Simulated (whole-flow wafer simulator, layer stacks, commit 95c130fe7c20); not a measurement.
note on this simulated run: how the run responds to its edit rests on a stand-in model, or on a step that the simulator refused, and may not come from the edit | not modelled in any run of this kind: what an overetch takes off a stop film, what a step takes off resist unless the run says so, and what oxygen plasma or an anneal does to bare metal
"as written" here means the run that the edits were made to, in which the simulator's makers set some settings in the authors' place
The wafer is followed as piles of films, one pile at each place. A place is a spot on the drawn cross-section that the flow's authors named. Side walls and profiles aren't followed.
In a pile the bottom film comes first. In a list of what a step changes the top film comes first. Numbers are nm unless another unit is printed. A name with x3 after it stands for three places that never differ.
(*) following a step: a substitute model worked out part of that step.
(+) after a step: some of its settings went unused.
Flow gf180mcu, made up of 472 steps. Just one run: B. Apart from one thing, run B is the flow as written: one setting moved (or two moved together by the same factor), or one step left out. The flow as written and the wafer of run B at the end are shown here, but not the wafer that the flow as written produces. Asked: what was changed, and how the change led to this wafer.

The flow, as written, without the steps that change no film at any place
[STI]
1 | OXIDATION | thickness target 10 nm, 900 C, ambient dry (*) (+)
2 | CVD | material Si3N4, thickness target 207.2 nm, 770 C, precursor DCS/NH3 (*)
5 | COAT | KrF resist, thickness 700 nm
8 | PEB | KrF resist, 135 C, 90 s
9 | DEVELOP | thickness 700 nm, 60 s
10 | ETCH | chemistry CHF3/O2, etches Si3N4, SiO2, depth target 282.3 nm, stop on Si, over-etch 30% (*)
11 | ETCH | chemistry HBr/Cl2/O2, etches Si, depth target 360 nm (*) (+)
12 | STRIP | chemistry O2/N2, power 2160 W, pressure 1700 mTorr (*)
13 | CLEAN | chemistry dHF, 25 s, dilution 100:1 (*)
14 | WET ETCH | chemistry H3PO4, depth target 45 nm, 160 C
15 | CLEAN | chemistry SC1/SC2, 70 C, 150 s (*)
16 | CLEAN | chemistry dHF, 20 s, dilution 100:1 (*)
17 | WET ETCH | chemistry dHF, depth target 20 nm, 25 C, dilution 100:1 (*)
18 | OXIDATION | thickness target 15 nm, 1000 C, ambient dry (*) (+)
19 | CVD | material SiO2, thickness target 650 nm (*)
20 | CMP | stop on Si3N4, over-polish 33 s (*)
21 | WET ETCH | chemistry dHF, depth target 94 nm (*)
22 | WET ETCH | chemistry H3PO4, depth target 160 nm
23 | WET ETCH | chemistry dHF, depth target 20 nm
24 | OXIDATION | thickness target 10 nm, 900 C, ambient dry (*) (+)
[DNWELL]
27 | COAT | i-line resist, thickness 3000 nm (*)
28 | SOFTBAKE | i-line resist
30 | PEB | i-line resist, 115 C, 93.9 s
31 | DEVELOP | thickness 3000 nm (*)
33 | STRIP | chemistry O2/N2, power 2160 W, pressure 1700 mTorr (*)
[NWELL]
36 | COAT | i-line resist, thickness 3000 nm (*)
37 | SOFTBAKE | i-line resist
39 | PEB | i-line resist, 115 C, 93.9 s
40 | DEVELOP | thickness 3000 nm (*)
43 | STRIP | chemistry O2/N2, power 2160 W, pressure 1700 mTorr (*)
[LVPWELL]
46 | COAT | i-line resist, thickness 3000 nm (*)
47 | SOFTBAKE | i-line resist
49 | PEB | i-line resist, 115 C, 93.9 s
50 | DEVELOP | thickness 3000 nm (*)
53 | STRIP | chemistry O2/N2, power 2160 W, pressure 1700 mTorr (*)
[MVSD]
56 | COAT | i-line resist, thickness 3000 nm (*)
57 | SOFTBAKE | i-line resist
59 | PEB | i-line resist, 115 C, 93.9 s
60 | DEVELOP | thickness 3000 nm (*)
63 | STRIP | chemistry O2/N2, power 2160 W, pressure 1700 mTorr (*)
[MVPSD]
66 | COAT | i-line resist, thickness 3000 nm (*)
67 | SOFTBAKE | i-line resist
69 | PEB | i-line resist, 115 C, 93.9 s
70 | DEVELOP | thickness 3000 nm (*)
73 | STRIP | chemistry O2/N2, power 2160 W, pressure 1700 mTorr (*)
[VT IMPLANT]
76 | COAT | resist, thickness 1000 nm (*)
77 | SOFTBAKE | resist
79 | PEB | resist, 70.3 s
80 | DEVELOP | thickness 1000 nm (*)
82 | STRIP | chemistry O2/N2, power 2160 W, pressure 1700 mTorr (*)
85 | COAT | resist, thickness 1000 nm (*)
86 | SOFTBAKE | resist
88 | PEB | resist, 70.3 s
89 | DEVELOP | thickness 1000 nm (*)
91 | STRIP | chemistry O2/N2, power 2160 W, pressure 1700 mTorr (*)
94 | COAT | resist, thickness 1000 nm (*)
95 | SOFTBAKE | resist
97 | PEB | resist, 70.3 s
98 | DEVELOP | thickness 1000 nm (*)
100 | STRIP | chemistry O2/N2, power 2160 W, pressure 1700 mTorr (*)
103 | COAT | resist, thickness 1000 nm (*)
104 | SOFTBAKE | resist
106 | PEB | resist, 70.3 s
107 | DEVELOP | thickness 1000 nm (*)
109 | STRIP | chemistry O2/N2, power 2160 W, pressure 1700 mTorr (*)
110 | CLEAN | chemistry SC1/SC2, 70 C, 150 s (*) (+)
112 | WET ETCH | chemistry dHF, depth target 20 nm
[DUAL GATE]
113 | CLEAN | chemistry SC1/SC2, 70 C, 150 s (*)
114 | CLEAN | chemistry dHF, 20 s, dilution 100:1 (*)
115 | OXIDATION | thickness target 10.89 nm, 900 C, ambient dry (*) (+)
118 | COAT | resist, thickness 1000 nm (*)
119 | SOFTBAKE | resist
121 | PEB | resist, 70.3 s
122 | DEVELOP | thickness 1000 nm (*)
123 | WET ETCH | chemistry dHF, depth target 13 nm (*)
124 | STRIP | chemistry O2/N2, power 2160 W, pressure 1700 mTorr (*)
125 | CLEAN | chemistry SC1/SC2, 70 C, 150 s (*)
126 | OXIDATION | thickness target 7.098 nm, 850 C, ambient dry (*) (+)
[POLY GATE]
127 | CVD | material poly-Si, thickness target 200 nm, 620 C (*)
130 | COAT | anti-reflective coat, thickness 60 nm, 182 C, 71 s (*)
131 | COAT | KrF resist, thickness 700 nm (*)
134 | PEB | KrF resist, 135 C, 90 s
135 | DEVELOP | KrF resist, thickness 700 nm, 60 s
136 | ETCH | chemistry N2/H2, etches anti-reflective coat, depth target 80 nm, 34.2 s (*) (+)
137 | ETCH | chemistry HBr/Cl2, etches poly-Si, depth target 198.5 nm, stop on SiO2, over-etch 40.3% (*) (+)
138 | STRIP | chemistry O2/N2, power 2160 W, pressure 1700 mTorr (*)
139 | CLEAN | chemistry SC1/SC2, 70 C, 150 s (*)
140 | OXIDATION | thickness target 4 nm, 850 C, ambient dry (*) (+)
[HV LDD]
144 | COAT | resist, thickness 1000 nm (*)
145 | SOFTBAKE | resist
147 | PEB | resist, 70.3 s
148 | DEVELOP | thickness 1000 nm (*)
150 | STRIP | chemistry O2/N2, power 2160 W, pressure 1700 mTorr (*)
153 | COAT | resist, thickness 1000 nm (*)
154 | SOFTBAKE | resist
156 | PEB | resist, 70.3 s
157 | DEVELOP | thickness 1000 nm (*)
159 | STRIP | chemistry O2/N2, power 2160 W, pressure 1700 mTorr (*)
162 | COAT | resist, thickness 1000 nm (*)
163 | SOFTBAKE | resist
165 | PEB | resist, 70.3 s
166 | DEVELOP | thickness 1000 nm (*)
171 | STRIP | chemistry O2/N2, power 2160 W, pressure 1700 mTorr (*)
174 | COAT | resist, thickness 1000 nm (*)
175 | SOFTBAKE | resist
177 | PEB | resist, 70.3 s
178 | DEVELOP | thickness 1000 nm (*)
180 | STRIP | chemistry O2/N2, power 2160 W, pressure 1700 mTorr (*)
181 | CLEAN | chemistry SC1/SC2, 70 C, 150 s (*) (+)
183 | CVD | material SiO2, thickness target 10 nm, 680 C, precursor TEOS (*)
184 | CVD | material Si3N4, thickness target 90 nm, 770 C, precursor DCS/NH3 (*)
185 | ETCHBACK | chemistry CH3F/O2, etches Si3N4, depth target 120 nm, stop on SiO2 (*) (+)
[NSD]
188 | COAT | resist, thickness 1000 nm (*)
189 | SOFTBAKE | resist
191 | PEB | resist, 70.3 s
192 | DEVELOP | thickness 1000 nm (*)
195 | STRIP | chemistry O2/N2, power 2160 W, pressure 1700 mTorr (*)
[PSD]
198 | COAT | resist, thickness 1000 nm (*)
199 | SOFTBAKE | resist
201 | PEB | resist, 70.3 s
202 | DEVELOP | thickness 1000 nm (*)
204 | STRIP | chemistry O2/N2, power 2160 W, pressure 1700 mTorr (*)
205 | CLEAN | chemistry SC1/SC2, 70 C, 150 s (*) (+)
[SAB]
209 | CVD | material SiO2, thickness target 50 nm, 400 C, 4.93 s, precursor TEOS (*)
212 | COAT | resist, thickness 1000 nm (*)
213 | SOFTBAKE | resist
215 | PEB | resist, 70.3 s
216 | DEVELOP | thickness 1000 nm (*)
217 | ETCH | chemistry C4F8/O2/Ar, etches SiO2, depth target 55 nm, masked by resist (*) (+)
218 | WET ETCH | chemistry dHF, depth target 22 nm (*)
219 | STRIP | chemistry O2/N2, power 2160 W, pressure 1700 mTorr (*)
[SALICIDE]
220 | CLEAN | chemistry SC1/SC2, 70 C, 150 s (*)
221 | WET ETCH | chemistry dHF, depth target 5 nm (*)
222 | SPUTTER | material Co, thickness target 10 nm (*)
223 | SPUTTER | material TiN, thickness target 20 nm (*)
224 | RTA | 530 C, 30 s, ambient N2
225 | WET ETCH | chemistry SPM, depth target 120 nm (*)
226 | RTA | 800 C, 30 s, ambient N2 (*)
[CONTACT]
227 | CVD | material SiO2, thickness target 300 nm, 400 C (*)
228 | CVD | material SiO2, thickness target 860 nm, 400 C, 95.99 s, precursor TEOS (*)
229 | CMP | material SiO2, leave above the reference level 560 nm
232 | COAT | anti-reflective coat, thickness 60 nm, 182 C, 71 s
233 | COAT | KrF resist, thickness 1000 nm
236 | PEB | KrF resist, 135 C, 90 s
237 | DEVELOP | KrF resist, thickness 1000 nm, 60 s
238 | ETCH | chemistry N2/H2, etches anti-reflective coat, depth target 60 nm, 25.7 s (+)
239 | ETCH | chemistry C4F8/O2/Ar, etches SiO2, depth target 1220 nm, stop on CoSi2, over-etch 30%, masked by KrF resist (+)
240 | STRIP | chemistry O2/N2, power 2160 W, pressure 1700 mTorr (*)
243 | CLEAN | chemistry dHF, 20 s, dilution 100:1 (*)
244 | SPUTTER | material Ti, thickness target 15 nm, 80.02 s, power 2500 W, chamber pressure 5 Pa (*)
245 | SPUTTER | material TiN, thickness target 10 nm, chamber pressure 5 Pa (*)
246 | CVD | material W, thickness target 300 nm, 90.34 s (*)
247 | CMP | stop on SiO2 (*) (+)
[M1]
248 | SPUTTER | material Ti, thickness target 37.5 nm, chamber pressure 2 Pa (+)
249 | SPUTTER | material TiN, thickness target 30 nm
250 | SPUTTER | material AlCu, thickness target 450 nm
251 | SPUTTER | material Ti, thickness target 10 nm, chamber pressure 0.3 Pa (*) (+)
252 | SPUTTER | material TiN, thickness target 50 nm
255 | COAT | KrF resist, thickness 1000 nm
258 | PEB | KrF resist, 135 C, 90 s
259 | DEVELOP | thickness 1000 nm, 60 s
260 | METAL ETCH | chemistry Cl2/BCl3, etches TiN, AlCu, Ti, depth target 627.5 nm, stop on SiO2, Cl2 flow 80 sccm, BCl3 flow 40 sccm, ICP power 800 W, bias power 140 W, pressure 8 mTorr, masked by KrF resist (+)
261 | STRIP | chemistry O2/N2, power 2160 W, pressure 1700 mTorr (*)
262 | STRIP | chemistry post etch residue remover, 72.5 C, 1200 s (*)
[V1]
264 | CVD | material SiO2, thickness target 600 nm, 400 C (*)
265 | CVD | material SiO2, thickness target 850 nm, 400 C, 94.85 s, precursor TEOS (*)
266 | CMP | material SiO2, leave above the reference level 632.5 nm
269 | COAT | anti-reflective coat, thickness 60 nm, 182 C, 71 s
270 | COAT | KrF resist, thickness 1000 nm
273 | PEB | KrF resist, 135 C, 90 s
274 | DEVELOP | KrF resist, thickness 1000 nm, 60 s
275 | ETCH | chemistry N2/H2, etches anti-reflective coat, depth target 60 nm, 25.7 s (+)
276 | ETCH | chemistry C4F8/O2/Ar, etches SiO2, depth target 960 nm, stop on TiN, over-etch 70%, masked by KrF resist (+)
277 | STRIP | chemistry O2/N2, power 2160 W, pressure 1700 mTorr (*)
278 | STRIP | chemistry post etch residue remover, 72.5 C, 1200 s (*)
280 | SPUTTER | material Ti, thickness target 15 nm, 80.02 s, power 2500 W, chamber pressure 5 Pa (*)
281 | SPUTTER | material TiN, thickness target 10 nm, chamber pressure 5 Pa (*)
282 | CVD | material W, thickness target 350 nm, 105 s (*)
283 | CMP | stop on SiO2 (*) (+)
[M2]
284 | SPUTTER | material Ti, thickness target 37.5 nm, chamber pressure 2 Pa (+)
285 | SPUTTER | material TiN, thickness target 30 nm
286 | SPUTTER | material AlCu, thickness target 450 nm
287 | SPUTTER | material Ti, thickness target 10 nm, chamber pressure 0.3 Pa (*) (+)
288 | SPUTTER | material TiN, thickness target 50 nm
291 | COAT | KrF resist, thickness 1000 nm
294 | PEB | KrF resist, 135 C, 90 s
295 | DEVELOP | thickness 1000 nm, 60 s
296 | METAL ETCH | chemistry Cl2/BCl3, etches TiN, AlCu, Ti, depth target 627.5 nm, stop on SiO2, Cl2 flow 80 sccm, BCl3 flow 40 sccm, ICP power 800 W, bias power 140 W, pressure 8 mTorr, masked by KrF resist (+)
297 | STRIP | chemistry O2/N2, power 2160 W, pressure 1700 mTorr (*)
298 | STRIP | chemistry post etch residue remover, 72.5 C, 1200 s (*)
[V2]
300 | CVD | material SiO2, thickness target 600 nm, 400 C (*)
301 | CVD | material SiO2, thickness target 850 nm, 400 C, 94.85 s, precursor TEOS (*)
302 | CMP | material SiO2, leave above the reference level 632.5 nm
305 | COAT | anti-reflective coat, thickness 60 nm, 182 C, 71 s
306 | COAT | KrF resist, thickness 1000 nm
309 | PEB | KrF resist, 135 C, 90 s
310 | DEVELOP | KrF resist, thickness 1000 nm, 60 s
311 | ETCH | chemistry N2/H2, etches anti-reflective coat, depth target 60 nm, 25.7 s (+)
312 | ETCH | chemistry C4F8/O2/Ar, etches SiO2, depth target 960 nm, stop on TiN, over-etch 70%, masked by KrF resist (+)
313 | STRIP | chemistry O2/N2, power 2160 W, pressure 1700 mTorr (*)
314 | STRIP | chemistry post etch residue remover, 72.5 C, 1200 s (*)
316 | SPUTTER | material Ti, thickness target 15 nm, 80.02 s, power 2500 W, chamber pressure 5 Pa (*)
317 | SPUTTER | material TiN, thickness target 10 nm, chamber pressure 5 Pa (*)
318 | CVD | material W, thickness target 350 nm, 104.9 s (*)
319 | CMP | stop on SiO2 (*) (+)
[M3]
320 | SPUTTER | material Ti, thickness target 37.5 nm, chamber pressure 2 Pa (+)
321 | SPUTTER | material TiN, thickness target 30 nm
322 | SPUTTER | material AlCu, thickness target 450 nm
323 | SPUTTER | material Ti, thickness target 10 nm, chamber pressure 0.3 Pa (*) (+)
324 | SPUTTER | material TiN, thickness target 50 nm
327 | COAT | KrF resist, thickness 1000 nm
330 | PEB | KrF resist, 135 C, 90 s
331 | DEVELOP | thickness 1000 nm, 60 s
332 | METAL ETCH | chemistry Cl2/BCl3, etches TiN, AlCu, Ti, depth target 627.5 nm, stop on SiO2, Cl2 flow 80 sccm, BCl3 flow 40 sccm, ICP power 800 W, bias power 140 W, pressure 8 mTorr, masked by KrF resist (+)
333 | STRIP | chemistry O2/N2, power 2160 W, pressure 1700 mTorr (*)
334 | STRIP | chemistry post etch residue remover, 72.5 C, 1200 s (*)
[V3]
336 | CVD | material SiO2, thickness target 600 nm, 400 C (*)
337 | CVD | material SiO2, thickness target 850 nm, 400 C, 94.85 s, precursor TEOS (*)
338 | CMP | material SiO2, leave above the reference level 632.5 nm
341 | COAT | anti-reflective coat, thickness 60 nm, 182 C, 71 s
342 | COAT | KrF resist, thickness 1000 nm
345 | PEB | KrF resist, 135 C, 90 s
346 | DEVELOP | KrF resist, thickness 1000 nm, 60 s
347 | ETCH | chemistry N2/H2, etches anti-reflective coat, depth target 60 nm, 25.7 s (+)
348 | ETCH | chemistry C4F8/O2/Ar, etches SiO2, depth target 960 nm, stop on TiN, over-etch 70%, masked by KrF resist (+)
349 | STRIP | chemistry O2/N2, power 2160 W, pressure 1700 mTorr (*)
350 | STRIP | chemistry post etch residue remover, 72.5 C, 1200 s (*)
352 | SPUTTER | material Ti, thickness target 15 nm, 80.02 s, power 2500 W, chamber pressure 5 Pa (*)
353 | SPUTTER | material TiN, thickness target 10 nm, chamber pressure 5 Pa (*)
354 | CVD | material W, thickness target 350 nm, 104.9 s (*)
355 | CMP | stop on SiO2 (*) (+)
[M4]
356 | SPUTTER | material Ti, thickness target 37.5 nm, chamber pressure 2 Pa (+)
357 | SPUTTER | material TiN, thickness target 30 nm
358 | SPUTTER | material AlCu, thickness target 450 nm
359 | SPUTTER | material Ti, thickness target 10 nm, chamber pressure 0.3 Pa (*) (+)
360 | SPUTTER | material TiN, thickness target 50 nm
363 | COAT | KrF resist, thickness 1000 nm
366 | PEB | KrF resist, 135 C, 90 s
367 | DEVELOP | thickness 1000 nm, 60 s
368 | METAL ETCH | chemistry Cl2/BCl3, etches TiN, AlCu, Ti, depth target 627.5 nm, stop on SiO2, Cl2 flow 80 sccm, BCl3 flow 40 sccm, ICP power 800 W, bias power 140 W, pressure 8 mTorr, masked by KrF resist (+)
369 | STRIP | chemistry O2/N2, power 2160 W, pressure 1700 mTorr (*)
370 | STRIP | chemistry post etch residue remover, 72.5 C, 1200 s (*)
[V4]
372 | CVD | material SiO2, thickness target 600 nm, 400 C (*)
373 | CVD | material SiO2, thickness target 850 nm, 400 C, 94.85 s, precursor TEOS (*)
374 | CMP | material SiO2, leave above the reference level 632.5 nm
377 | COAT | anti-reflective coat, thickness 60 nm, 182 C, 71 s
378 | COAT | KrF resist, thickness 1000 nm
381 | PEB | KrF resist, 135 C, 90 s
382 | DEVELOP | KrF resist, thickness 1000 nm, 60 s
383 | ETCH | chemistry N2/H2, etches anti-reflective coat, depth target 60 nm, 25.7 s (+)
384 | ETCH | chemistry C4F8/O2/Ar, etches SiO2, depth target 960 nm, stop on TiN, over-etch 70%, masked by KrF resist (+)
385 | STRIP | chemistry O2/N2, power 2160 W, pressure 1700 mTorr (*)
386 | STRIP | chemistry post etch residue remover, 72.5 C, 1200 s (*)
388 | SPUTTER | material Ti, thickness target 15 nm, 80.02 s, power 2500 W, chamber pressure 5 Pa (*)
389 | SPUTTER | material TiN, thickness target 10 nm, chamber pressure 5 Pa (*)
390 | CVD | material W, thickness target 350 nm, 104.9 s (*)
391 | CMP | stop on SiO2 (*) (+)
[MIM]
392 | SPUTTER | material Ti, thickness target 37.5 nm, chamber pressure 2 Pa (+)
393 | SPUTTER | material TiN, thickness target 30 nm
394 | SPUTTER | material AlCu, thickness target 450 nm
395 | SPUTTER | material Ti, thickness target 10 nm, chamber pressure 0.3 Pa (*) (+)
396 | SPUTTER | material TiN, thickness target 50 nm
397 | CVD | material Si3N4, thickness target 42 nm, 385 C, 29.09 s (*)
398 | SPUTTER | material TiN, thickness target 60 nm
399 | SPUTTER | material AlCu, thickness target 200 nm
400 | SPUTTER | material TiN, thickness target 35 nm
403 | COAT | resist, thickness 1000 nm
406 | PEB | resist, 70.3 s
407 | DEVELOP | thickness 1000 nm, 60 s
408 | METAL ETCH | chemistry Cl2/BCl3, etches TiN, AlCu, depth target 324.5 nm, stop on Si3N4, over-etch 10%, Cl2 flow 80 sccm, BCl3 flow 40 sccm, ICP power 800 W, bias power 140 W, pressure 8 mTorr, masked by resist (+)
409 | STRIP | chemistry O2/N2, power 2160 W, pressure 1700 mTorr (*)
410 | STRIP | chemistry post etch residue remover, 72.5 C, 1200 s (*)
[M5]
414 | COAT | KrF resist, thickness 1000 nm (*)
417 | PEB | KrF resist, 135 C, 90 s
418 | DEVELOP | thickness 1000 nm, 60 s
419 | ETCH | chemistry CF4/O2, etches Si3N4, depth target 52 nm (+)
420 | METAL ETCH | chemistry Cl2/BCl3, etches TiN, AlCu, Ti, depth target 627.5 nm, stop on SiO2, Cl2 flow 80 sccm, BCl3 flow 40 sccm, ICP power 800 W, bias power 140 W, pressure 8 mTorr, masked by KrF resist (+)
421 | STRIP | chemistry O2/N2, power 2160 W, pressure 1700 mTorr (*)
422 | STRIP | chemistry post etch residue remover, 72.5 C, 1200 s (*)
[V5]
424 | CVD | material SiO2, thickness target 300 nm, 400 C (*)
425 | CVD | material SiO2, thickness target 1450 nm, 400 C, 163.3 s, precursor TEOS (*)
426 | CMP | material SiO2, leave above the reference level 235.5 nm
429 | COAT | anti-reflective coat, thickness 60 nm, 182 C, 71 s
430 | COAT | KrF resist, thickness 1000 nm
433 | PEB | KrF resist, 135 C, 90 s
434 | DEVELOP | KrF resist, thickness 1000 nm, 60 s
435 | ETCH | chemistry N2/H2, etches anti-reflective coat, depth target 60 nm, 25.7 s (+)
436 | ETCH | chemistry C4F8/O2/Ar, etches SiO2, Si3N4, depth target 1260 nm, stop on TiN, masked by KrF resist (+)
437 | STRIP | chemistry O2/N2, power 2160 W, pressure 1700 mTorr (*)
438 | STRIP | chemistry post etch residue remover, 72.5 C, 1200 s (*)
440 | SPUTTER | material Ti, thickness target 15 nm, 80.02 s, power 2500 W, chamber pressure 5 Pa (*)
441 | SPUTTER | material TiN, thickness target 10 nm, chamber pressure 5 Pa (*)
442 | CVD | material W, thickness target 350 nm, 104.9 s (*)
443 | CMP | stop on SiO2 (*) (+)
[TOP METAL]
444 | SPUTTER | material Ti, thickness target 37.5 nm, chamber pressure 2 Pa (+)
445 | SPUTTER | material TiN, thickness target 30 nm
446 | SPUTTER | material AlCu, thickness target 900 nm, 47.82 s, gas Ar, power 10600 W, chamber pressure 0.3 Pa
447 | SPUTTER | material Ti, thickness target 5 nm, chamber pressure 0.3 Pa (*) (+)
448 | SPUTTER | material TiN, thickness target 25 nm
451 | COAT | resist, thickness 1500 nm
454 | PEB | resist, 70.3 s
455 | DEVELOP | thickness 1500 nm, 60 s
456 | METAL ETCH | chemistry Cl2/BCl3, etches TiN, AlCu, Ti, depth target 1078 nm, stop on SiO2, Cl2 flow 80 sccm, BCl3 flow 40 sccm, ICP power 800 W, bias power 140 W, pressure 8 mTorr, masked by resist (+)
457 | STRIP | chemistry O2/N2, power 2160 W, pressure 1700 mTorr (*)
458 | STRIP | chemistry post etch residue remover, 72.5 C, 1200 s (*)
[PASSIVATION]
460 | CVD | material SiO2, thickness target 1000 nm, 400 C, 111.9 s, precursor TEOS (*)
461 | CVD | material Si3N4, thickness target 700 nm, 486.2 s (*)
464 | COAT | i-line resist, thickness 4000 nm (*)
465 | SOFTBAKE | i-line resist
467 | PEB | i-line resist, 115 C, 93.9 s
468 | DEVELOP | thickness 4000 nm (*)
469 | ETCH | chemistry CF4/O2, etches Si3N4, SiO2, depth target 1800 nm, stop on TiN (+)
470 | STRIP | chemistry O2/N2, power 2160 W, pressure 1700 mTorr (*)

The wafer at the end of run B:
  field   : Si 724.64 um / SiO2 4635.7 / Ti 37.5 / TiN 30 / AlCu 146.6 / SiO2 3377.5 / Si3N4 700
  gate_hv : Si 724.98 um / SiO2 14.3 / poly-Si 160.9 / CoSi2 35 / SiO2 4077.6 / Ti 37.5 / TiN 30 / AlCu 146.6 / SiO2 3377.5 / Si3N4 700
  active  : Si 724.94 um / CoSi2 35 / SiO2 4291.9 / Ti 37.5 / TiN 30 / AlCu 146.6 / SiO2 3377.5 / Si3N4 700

Cause: step 368, METAL ETCH: depth target 357.7 nm was run, while the flow as written has depth target 627.5 nm.

The path from the change to this, step by step:
  368 | METAL ETCH | chemistry Cl2/BCl3, etches TiN, AlCu, Ti, depth target 627.5 nm, stop on SiO2, Cl2 flow 80 sccm, BCl3 flow 40 sccm, ICP power 800 W, bias power 140 W, pressure 8 mTorr, masked by KrF resist (+)
      field, field__w1, field__w2 and 103 more: -50 TiN (all of it), -10 Ti (all of it), -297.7 AlCu (it would be, as written: -50 TiN (all of it), -10 Ti (all of it), -450 AlCu (all of it), -30 TiN (all of it), -37.5 Ti (all of it))
      field__w8, contact, m1, m1__w1, m1_nw: -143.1 KrF resist (it would be, as written: -251 KrF resist)
  369 | STRIP | chemistry O2/N2, power 2160 W, pressure 1700 mTorr (*)
      field__w8, contact, m1, m1__w1, m1_nw: -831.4 KrF resist (all of it) (it would be, as written: -723.5 KrF resist (all of it))
  370 | STRIP | chemistry post etch residue remover, 72.5 C, 1200 s (*)
      field, field__w1, field__w2 and 103 more: -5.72 AlCu (it would be, as written: nothing)
  372 | CVD | material SiO2, thickness target 600 nm, 400 C (*)
      field, field__w1, field__w2 and 103 more: +600 SiO2 (new film) (it would be, as written: +600 SiO2)
  374 | CMP | material SiO2, leave above the reference level 632.5 nm
      field, field__w1, field__w2 and 103 more: -514.1 SiO2 (it would be, as written: -300 SiO2)
With metal films that touch counted as one body, field has 1 body; the flow as written gives 0 bodies.
With metal films that touch counted as one body, gate_hv has 2 bodies (between them, from the top down: SiO2 4077.6); the flow as written gives 1 body.
With metal films that touch counted as one body, active has 2 bodies (between them, from the top down: SiO2 4291.9); the flow as written gives 1 body.
